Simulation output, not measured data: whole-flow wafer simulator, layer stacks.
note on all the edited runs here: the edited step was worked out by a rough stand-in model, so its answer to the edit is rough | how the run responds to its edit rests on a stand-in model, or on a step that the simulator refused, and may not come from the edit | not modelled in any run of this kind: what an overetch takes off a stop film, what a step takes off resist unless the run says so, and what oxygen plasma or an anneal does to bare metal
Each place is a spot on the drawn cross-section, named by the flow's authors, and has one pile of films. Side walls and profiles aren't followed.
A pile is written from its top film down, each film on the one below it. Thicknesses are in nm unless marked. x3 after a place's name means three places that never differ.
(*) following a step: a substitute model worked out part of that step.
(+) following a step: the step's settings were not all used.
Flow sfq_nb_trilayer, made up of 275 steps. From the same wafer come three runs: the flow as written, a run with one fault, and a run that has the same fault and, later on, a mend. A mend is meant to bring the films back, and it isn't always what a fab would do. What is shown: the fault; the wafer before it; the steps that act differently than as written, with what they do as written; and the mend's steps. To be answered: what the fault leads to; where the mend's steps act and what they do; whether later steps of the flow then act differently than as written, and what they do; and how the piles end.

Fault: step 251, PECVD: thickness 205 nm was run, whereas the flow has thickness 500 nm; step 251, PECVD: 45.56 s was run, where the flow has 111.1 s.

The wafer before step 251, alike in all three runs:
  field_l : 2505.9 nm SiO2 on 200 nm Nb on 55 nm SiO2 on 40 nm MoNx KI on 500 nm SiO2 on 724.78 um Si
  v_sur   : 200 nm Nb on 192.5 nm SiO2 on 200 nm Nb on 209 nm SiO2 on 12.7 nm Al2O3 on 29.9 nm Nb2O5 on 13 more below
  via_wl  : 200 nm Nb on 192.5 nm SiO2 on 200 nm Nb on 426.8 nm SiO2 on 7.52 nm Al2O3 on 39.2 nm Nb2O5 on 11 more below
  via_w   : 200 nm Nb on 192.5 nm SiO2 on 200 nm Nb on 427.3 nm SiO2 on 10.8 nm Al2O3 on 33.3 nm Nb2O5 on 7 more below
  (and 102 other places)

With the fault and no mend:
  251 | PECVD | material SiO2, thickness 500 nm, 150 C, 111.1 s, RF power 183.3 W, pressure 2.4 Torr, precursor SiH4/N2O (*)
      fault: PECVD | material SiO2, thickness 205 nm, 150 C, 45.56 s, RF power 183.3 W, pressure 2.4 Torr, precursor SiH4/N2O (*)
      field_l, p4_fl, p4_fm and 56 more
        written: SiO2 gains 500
        fault: SiO2 gains 205
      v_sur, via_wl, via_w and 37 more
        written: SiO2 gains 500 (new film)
        fault: SiO2 gains 205 (new film)
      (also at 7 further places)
  Steps further on in the flow that do not act as written (3 more steps, not shown, differ only slightly: by at most 2% or 0.5 nm, whichever is larger):
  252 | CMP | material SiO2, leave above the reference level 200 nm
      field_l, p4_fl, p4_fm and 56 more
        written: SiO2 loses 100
        fault: nothing
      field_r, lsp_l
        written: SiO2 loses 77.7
        fault: nothing
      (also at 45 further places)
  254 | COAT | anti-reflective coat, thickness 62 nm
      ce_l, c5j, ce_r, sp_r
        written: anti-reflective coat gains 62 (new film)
        fault: anti-reflective coat gains 53.1 (new film)
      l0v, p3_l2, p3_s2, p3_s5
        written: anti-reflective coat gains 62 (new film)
        fault: anti-reflective coat gains 64.3 (new film)
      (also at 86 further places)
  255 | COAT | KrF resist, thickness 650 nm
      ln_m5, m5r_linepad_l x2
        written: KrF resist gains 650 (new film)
        fault: KrF resist gains 586 (new film)
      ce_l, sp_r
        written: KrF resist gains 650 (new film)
        fault: KrF resist gains 613.6 (new film)
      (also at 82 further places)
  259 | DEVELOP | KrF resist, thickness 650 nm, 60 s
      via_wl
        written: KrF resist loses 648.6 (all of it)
        fault: KrF resist loses 580.9 (all of it)
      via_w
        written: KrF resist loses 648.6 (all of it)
        fault: KrF resist loses 591.8 (all of it)
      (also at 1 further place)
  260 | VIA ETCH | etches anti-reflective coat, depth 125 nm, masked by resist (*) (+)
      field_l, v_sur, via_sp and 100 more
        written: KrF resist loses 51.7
        fault: KrF resist loses 41.9
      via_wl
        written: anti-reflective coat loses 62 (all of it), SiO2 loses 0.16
        fault: anti-reflective coat loses 49.8 (all of it), SiO2 loses 0.13
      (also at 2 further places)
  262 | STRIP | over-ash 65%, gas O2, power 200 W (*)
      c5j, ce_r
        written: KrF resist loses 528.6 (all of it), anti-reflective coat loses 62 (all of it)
        fault: KrF resist loses 502.2 (all of it), anti-reflective coat loses 53.1 (all of it)
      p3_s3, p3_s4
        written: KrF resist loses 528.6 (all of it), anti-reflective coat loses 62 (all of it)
        fault: KrF resist loses 544.5 (all of it), anti-reflective coat loses 64.1 (all of it)
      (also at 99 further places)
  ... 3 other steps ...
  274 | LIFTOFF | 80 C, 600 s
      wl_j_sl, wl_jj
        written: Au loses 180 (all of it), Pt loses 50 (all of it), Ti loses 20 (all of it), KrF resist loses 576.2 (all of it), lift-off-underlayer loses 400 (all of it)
        fault: Au loses 180 (all of it), Pt loses 50 (all of it), Ti loses 20 (all of it), KrF resist loses 560.6 (all of it), lift-off-underlayer loses 385.1 (all of it)
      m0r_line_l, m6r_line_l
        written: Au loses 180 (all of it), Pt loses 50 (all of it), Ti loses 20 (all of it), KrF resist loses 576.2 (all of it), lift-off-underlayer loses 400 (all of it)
        fault: Au loses 180 (all of it), Pt loses 50 (all of it), Ti loses 20 (all of it), KrF resist loses 595.6 (all of it), lift-off-underlayer loses 438.4 (all of it)
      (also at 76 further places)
  At field_l, via_v, field_r and 63 more, the piles at the end differ from the flow's by more than 2% or 0.5 nm, whichever is larger.
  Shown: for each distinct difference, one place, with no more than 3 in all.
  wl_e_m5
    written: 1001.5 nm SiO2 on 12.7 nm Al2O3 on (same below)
    fault: 806.5 nm SiO2 on 12.7 nm Al2O3 on (same below)
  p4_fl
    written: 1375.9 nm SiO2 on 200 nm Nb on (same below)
    fault: 1180.9 nm SiO2 on 200 nm Nb on (same below)
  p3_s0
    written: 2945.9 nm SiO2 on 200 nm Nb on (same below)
    fault: 2750.9 nm SiO2 on 200 nm Nb on (same below)

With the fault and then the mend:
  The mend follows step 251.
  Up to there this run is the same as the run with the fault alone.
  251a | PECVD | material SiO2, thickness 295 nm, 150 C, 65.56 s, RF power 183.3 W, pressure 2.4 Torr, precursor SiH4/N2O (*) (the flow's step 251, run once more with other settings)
      field_l, v_sur, via_wl and 98 more
        SiO2 gains 295
      field_r, lsp_l
        SiO2 gains 267.5
      l0_sur, l0v
        SiO2 gains 288.2
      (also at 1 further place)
  Steps further on in the flow that do not act as written:
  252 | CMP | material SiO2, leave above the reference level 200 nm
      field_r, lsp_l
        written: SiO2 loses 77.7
        mend: SiO2 loses 64.7
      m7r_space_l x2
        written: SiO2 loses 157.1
        mend: SiO2 loses 100
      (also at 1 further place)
  The piles end the same as the flow's at every place that both follow.
